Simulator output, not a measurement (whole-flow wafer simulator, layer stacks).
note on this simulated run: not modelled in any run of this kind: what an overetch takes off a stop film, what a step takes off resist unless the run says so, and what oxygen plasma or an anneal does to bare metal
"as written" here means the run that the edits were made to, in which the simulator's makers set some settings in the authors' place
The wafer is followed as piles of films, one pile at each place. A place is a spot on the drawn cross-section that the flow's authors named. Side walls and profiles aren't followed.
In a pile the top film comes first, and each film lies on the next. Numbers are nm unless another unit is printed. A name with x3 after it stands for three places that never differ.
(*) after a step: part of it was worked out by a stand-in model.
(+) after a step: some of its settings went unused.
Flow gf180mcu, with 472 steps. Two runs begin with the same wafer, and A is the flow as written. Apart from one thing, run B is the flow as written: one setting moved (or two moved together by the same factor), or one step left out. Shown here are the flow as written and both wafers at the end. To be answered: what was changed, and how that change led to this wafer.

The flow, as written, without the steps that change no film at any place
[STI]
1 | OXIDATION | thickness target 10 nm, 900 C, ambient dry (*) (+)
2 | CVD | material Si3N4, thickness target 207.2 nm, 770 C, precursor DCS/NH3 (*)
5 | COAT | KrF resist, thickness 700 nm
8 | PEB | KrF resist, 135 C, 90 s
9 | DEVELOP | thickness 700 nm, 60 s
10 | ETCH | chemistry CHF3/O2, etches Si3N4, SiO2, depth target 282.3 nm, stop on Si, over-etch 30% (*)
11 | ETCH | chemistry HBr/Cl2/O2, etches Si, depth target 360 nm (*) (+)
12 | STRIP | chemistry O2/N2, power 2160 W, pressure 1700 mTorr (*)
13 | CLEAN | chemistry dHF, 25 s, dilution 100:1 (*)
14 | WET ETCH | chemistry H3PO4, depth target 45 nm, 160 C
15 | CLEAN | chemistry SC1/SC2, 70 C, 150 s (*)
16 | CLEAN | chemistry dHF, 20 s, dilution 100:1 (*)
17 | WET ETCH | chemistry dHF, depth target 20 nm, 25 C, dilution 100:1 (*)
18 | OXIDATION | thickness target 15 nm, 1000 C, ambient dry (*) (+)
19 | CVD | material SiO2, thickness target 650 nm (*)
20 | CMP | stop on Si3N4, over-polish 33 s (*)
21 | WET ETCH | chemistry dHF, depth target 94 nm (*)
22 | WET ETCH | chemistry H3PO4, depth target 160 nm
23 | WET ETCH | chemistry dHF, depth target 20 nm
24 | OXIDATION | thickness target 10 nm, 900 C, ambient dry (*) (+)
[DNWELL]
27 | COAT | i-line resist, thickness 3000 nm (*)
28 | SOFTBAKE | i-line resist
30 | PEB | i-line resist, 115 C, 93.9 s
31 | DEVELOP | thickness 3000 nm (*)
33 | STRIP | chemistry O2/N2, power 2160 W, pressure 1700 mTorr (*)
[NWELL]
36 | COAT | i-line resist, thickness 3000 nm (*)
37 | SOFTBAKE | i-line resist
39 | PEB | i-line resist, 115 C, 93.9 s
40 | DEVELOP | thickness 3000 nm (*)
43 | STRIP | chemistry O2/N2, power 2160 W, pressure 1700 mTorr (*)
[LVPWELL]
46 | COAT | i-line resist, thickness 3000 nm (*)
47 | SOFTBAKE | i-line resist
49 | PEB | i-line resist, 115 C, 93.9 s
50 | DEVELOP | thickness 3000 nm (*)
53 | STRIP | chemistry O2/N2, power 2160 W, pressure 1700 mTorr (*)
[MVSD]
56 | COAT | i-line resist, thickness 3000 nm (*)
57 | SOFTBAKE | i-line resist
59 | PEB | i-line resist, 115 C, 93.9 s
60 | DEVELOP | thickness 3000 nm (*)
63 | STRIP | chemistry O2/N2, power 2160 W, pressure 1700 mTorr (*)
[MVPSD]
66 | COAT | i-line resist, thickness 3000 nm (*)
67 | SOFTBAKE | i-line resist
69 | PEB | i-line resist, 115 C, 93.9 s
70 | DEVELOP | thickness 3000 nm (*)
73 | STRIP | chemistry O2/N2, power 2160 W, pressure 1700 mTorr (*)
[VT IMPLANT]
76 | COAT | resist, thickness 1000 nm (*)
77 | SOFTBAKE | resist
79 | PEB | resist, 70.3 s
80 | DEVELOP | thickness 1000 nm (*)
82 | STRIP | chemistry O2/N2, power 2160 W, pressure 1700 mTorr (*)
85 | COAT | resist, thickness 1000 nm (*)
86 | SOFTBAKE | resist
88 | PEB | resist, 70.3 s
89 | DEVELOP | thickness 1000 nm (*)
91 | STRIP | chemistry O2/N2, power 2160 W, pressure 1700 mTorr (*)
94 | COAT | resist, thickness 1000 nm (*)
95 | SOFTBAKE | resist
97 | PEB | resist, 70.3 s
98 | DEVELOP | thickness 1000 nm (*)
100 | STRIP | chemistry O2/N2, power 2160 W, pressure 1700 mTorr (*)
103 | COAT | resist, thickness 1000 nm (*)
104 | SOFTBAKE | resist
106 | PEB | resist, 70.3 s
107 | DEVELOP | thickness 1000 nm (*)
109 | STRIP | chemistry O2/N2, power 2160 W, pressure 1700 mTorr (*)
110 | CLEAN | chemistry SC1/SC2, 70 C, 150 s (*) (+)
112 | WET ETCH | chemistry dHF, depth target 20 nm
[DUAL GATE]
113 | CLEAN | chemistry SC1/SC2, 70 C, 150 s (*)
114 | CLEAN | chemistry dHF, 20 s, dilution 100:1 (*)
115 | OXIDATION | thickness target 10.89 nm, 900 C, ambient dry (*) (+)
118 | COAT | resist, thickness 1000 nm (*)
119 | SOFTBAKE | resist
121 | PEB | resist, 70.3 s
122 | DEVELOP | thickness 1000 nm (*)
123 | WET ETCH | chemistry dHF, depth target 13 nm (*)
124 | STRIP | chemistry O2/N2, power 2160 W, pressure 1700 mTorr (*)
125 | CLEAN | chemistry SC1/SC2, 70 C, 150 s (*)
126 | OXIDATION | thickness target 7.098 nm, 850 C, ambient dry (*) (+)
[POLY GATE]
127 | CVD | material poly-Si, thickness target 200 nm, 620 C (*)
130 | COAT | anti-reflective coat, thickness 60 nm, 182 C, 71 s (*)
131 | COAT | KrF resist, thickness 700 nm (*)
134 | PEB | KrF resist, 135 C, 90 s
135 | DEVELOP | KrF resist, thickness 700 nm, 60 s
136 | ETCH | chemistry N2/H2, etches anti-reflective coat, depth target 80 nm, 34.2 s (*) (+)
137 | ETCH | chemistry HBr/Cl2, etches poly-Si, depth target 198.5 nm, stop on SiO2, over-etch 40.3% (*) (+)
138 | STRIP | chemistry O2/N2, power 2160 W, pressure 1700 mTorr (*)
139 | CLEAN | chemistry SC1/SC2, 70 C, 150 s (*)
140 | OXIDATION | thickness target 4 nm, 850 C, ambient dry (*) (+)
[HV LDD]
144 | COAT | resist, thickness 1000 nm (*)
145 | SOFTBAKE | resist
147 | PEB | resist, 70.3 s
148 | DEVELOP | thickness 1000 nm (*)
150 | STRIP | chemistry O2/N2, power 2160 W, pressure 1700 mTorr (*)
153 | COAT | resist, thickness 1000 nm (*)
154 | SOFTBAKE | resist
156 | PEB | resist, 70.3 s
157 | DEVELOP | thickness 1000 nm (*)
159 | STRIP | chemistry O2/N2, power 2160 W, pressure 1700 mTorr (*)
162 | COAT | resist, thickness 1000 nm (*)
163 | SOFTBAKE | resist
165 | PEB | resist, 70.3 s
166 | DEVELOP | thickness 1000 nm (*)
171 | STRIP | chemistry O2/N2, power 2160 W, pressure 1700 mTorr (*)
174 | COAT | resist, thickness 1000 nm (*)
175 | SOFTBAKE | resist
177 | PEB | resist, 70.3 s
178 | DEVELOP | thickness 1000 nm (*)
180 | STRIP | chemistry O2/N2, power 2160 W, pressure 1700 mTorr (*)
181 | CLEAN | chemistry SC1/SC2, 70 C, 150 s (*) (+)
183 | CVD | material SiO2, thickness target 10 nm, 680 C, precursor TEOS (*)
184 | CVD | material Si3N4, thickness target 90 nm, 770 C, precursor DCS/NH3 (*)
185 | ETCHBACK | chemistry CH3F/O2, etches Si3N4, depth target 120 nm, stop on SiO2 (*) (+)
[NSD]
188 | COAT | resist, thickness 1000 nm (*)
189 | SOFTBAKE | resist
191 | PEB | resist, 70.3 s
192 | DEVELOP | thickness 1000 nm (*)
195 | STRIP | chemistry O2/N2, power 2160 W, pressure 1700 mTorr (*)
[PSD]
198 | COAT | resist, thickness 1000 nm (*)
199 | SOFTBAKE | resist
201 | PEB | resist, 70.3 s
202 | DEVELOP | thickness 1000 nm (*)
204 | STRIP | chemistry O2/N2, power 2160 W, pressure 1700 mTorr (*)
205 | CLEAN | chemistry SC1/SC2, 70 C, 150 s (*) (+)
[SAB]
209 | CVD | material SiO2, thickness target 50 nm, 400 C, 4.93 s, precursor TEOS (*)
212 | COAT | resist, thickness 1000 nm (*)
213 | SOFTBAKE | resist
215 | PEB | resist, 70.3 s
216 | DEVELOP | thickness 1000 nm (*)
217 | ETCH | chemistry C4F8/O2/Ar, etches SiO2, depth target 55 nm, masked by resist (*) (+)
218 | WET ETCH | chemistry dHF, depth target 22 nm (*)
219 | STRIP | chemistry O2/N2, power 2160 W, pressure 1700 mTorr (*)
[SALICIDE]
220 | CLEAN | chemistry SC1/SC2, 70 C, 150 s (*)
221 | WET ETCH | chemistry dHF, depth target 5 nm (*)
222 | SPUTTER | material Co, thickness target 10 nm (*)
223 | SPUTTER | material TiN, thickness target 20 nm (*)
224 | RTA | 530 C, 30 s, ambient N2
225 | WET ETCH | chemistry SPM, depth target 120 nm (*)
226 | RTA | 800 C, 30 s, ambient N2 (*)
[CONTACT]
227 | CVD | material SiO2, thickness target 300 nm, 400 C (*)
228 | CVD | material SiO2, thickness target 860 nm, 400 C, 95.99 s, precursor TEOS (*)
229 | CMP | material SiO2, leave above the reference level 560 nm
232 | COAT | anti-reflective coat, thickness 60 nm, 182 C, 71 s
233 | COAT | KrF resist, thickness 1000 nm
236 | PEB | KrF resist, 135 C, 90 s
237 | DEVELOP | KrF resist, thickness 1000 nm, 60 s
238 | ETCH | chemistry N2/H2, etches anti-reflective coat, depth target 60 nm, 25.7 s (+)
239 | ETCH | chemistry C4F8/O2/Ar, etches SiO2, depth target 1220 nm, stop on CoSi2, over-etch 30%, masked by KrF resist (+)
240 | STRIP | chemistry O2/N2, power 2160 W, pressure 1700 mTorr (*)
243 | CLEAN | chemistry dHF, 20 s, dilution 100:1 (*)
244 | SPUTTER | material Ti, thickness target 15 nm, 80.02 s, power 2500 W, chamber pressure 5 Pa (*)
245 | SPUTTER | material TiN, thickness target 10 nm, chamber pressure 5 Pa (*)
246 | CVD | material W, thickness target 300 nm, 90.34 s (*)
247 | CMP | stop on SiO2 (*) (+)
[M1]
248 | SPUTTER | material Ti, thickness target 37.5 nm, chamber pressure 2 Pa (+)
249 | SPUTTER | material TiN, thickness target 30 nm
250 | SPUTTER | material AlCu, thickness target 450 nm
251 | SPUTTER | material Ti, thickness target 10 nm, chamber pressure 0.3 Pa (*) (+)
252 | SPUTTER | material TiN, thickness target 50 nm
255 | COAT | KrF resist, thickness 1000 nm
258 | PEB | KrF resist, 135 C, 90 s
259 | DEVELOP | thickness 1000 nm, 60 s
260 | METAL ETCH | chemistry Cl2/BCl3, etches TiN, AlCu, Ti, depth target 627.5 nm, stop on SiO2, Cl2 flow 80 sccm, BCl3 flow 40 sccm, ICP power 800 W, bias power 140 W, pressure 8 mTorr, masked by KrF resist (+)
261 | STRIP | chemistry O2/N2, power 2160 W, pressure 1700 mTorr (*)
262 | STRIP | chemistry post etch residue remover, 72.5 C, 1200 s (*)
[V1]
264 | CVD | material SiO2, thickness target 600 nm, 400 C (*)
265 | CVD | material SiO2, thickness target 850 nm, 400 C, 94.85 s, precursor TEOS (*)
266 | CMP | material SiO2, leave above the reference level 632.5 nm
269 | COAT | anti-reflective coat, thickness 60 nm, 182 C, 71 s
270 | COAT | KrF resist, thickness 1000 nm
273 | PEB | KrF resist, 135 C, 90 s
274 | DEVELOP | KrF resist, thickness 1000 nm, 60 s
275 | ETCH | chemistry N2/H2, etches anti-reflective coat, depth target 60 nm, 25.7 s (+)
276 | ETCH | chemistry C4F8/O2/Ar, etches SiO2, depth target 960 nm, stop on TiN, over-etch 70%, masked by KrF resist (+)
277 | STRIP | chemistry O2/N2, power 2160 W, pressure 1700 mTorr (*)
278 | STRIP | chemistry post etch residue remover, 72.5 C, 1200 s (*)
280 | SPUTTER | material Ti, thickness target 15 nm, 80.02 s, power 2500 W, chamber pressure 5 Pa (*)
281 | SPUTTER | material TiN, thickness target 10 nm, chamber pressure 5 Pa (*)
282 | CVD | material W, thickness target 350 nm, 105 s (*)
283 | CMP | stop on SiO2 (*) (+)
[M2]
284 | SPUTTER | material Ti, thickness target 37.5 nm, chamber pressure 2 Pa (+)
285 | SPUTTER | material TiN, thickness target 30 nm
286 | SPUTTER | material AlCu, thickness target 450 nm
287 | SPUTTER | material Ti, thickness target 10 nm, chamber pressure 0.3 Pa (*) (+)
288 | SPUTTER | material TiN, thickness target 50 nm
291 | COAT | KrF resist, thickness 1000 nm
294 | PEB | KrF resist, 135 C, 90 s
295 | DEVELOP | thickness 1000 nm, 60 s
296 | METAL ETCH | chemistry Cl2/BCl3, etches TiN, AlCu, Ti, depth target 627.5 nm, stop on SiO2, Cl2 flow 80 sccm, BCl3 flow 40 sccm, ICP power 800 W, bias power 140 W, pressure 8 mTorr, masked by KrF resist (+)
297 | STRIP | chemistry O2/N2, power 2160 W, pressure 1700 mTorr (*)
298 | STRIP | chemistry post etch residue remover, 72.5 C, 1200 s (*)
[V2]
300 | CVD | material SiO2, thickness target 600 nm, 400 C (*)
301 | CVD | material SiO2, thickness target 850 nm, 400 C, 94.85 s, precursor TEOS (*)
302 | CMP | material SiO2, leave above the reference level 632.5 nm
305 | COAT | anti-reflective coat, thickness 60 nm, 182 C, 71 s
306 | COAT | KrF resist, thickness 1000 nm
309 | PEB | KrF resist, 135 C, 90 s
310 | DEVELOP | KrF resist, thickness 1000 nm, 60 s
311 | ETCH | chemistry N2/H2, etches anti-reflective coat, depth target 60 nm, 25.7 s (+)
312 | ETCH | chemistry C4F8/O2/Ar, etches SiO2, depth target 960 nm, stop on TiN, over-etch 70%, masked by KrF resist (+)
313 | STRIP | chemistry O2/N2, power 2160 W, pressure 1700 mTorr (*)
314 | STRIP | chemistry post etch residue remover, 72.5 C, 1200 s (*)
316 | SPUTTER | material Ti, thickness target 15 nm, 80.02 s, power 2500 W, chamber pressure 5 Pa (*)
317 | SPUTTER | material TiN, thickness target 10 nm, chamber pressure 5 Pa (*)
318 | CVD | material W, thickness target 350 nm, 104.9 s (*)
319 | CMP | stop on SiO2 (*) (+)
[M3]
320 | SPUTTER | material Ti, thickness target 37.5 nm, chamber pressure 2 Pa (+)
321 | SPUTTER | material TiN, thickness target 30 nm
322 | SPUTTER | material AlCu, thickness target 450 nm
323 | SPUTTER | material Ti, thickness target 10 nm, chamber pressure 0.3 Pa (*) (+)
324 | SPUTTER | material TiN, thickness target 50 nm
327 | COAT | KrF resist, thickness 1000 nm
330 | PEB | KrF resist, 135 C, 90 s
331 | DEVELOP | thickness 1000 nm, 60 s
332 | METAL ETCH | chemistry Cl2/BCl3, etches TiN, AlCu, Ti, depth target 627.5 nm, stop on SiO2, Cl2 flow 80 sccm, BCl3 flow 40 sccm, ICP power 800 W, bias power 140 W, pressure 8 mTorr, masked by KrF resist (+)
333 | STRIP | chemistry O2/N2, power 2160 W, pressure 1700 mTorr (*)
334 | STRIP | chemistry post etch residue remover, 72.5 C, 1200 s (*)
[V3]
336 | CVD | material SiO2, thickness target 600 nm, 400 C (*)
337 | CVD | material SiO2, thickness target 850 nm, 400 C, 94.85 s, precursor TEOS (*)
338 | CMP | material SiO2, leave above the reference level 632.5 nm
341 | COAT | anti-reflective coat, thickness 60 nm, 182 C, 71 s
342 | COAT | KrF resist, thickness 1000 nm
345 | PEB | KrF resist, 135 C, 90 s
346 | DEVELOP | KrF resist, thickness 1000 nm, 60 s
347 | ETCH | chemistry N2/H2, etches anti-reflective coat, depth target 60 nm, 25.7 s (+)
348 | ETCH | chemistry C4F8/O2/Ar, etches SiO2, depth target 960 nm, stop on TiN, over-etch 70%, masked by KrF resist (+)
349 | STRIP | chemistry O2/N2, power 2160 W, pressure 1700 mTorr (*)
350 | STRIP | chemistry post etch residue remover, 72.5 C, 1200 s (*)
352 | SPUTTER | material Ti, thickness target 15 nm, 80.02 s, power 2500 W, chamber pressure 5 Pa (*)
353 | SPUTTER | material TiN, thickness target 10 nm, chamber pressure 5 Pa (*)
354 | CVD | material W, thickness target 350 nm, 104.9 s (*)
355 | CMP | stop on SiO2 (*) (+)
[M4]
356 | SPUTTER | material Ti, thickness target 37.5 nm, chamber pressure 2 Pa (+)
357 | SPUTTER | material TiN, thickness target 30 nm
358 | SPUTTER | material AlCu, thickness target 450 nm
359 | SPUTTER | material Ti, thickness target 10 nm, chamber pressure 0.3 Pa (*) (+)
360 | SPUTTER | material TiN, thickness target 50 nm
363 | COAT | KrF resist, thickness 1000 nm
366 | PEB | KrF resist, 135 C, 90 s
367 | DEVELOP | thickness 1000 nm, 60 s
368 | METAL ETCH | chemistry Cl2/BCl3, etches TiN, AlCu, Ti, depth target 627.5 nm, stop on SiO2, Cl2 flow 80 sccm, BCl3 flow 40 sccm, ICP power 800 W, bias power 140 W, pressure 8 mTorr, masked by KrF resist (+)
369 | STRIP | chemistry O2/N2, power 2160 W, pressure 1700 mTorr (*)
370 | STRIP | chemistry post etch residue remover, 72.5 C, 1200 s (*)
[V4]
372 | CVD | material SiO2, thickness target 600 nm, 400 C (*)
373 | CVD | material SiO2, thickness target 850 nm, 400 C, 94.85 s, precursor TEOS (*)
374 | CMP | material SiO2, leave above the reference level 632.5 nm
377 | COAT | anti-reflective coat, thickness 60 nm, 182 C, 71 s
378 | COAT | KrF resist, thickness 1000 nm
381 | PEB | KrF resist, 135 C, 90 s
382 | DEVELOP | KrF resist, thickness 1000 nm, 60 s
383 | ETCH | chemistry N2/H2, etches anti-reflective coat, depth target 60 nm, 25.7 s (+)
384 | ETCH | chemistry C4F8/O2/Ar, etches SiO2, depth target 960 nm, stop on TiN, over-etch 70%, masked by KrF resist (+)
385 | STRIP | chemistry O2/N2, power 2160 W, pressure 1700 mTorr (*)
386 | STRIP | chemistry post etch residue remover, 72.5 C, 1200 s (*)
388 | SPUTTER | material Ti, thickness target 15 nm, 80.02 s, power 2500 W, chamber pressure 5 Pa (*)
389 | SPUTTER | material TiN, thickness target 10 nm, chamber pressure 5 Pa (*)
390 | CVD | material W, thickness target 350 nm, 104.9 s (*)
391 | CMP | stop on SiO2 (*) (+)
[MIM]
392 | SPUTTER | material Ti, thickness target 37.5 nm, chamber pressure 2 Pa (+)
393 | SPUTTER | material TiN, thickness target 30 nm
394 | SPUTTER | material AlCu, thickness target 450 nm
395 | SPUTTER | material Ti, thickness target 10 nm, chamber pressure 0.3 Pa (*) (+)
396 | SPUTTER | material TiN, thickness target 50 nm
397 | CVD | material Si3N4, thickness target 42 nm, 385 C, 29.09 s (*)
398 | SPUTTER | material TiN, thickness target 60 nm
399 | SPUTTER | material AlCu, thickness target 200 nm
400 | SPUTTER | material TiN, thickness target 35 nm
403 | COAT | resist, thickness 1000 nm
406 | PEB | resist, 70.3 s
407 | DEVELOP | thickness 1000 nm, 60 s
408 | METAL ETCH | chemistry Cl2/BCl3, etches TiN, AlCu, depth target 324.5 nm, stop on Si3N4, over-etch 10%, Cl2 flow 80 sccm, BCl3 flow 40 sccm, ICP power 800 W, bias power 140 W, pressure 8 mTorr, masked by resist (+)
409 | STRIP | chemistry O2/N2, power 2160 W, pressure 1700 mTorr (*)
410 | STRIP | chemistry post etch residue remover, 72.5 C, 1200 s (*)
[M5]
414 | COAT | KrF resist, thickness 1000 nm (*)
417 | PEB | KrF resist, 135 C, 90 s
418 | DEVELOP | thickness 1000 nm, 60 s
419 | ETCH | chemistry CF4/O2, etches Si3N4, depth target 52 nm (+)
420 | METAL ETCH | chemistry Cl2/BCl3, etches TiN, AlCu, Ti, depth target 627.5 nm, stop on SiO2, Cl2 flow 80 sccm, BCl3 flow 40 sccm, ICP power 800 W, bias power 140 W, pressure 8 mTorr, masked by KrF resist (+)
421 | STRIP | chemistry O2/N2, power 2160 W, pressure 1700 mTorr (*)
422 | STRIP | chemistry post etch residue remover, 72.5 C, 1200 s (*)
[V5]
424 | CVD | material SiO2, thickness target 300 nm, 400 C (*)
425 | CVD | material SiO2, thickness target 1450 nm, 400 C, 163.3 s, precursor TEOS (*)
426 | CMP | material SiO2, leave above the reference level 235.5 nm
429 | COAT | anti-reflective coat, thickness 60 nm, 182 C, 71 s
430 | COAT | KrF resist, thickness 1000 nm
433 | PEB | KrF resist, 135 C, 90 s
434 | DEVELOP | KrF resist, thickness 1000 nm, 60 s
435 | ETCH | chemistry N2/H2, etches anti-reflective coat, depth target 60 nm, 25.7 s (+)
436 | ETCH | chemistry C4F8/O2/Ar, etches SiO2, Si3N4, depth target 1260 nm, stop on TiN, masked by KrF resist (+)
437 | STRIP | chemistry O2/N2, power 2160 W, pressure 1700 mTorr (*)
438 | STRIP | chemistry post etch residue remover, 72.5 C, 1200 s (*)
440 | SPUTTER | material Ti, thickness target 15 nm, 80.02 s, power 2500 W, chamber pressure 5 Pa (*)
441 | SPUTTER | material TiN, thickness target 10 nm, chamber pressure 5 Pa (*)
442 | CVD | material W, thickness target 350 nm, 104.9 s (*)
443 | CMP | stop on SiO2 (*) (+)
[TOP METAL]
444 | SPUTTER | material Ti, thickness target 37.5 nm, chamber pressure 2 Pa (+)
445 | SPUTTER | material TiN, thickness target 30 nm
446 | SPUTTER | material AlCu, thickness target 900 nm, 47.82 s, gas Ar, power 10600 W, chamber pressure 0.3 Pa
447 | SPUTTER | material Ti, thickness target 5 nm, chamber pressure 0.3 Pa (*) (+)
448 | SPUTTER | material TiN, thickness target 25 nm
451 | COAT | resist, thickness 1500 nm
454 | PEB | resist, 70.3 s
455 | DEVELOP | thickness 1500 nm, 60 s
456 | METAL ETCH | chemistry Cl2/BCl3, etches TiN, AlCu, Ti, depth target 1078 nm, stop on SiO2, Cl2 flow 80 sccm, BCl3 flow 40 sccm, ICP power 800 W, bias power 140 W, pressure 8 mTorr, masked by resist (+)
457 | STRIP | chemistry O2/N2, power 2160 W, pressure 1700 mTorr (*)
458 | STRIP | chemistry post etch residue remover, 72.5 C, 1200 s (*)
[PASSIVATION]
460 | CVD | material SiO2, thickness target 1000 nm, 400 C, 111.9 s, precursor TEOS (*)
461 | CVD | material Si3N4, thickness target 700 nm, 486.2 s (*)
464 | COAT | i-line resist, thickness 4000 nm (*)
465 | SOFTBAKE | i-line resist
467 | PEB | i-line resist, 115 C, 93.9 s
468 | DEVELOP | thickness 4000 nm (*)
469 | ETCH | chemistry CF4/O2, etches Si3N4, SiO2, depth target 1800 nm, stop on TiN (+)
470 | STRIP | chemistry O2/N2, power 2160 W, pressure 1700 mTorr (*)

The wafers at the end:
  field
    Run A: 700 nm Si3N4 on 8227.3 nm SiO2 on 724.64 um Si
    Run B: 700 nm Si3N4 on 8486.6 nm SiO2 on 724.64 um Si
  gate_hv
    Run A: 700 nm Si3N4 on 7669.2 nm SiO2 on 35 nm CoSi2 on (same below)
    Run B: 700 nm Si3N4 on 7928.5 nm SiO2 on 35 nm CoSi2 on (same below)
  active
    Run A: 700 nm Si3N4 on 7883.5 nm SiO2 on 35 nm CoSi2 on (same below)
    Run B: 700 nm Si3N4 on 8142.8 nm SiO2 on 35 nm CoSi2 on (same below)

The reason: step 302, CMP: leave above the reference level 891.8 nm was run, though the flow has leave above the reference level 632.5 nm.

The path from the change to this, step by step:
  302 | CMP | material SiO2, leave above the reference level 632.5 nm
      field, field__w1, field__w2 and 103 more: A SiO2 loses 300 | B SiO2 loses 40.7
      field__w8, contact, m1, m1__w1, m1_nw: A SiO2 loses 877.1 | B SiO2 loses 617.8
  312 | ETCH | chemistry C4F8/O2/Ar, etches SiO2, depth target 960 nm, stop on TiN, over-etch 70%, masked by KrF resist (+)
      contact: A SiO2 loses 572.5 (all of it) | B SiO2 loses 831.8 (all of it)
  316 | SPUTTER | material Ti, thickness target 15 nm, 80.02 s, power 2500 W, chamber pressure 5 Pa (*)
      contact: A Ti gains 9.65 (new film) | B Ti gains 8.31 (new film)
  317 | SPUTTER | material TiN, thickness target 10 nm, chamber pressure 5 Pa (*)
      contact: A TiN gains 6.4 (new film) | B TiN gains 5.5 (new film)
  318 | CVD | material W, thickness target 350 nm, 104.9 s (*)
      contact: A W gains 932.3 (new film) | B W gains 1193.8 (new film)
